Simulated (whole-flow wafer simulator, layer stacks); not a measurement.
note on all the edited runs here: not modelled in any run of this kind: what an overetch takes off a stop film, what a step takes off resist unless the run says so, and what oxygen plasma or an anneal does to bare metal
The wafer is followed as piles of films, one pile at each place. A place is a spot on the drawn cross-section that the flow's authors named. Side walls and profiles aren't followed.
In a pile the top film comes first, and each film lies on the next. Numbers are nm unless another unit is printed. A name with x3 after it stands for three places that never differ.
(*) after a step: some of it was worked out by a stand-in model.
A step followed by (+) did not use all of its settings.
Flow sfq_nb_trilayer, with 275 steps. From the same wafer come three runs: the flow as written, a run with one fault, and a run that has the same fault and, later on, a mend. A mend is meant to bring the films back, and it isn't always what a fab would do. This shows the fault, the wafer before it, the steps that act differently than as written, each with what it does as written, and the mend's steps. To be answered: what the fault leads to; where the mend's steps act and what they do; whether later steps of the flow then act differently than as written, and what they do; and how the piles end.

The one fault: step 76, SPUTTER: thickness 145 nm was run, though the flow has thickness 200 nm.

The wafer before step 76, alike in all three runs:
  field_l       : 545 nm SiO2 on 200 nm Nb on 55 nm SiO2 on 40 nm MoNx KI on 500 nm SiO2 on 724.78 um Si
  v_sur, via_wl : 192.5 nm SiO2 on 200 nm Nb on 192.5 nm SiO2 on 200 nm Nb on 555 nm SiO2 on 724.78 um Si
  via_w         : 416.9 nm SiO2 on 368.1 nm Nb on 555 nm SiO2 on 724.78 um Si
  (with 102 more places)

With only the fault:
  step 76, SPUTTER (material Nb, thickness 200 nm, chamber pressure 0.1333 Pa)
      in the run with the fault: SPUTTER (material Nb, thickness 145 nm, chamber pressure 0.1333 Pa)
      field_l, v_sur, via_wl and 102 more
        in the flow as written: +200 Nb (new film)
        in the run with the fault: +145 Nb (new film)
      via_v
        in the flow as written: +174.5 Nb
        in the run with the fault: +127.2 Nb
  Steps later in the flow that act otherwise than as written (6 more steps, not shown, differ only slightly: by at most 2% or 0.5 nm, whichever is larger):
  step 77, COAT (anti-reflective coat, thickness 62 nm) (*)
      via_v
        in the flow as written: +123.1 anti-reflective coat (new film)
        in the run with the fault: +120.6 anti-reflective coat (new film)
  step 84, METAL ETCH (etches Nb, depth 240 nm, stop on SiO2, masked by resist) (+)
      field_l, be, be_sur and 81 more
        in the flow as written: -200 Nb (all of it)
        in the run with the fault: -145 Nb (all of it)
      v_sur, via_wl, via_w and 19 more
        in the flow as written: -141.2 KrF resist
        in the run with the fault: -127.9 KrF resist
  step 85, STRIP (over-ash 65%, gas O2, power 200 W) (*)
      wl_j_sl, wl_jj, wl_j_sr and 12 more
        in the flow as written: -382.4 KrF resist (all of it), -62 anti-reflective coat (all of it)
        in the run with the fault: -395.6 KrF resist (all of it), -62 anti-reflective coat (all of it)
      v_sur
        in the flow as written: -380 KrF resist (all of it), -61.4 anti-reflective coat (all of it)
        in the run with the fault: -393.3 KrF resist (all of it), -61.4 anti-reflective coat (all of it)
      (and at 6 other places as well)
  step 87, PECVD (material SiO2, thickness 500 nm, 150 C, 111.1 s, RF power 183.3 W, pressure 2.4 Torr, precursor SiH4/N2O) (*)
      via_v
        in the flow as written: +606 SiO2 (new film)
        in the run with the fault: +592.4 SiO2 (new film)
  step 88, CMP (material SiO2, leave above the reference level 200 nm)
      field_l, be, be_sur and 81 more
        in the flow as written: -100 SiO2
        in the run with the fault: -155 SiO2
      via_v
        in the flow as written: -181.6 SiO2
        in the run with the fault: -175.6 SiO2
  At v_sur, via_wl, via_w and 86 more, the piles at the end differ from the flow's by more than 2% or 0.5 nm, whichever is larger.
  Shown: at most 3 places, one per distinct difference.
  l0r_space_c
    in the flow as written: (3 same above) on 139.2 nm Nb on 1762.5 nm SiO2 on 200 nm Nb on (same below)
    in the run with the fault: (3 same above) on 139.2 nm Nb on 1707.5 nm SiO2 on 200 nm Nb on (same below)
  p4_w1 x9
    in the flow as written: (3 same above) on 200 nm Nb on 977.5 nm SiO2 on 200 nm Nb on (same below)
    in the run with the fault: (3 same above) on 200 nm Nb on 922.5 nm SiO2 on 200 nm Nb on (same below)
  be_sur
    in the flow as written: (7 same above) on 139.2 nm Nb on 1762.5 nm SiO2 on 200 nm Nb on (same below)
    in the run with the fault: (7 same above) on 139.2 nm Nb on 1707.5 nm SiO2 on 200 nm Nb on (same below)

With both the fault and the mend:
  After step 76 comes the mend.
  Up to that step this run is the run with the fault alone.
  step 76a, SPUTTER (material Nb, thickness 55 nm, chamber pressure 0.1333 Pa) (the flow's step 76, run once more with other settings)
      field_l, v_sur, via_wl and 102 more
        +55 Nb
      via_v
        +43.6 Nb
  None of the later steps of the flow differs from how it acts as written, at any place that is followed, by more than 2% or 0.5 nm, whichever is larger.
  The piles end only slightly different from the flow's at the places that both follow, by no more than 2% or 0.5 nm, whichever is larger.
